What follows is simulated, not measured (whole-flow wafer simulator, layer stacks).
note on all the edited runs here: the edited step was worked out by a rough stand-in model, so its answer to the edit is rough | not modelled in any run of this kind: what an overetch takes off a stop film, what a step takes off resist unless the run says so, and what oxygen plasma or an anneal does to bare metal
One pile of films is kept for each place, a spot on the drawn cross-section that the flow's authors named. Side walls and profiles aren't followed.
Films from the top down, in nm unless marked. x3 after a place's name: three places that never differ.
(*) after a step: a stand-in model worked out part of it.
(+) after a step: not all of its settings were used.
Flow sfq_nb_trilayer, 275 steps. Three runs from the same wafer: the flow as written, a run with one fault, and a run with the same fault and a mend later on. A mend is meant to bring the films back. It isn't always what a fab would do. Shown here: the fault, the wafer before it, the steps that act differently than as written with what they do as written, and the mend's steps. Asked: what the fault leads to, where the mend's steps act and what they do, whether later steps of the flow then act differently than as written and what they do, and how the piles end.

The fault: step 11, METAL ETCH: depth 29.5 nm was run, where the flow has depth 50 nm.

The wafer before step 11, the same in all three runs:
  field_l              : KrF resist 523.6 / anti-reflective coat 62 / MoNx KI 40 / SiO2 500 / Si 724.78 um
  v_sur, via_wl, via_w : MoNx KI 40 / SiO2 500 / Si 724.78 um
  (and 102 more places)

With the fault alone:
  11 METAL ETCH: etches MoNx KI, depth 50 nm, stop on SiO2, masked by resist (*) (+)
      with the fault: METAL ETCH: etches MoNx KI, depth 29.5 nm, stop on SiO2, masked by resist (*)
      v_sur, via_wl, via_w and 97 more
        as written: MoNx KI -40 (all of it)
        with the fault: MoNx KI -29.5
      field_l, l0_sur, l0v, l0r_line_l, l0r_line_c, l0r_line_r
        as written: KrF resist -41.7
        with the fault: KrF resist -24.6
  Later steps of the flow that act differently than as written (8 more steps differ only slightly, by at most 2% or 0.5 nm, whichever is larger, and aren't shown):
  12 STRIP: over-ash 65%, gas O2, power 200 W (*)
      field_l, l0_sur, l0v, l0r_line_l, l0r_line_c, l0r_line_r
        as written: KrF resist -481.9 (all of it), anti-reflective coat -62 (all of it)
        with the fault: KrF resist -499 (all of it), anti-reflective coat -62 (all of it)
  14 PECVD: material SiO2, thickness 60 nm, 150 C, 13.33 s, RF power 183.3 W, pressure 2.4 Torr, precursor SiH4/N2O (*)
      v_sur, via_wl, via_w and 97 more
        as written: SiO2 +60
        with the fault: SiO2 +60 (new film)
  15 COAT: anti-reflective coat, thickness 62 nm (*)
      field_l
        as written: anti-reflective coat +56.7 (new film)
        with the fault: anti-reflective coat +57.9 (new film)
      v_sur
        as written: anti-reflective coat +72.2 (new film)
        with the fault: anti-reflective coat +69.6 (new film)
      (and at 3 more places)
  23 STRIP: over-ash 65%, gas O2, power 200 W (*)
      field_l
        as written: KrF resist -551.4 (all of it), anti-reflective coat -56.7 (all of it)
        with the fault: KrF resist -553.7 (all of it), anti-reflective coat -57.9 (all of it)
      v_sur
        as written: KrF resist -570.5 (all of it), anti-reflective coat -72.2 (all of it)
        with the fault: KrF resist -567.5 (all of it), anti-reflective coat -69.6 (all of it)
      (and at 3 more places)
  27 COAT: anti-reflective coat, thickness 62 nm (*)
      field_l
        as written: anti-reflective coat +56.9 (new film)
        with the fault: anti-reflective coat +58.1 (new film)
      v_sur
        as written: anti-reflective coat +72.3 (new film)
        with the fault: anti-reflective coat +69.7 (new film)
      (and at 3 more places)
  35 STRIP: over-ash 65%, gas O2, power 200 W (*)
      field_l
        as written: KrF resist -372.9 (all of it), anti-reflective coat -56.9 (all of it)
        with the fault: KrF resist -375.4 (all of it), anti-reflective coat -58.1 (all of it)
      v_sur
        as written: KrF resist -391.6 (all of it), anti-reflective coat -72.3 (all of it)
        with the fault: KrF resist -389 (all of it), anti-reflective coat -69.7 (all of it)
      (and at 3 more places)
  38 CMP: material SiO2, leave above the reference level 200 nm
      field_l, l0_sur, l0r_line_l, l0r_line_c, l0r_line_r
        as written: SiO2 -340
        with the fault: SiO2 -329.5
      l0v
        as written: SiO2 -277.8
        with the fault: SiO2 -267.3
  At the end the piles differ from the flow's by more than 2% or 0.5 nm, whichever is larger, at v_sur, via_wl, via_w and 97 more.
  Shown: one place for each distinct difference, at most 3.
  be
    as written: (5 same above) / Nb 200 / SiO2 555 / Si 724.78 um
    with the fault: (5 same above) / Nb 200 / SiO2 55 / MoNx KI 10.5 / SiO2 500 / Si 724.78 um
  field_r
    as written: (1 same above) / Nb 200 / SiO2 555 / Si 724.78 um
    with the fault: (1 same above) / Nb 200 / SiO2 55 / MoNx KI 10.5 / SiO2 500 / Si 724.78 um
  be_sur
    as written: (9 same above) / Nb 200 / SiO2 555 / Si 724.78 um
    with the fault: (9 same above) / Nb 200 / SiO2 55 / MoNx KI 10.5 / SiO2 500 / Si 724.78 um

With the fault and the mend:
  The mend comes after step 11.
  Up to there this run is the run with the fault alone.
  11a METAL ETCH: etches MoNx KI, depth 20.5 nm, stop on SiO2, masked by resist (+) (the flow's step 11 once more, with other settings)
      v_sur, via_wl, via_w and 97 more
        MoNx KI -10.5 (all of it)
      field_l, l0_sur, l0v, l0r_line_l, l0r_line_c, l0r_line_r
        KrF resist -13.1
  No later step of the flow acts differently than as written, at any place that is followed, by more than 2% or 0.5 nm, whichever is larger.
  At the end the piles are the same as the flow's at every place that both follow.
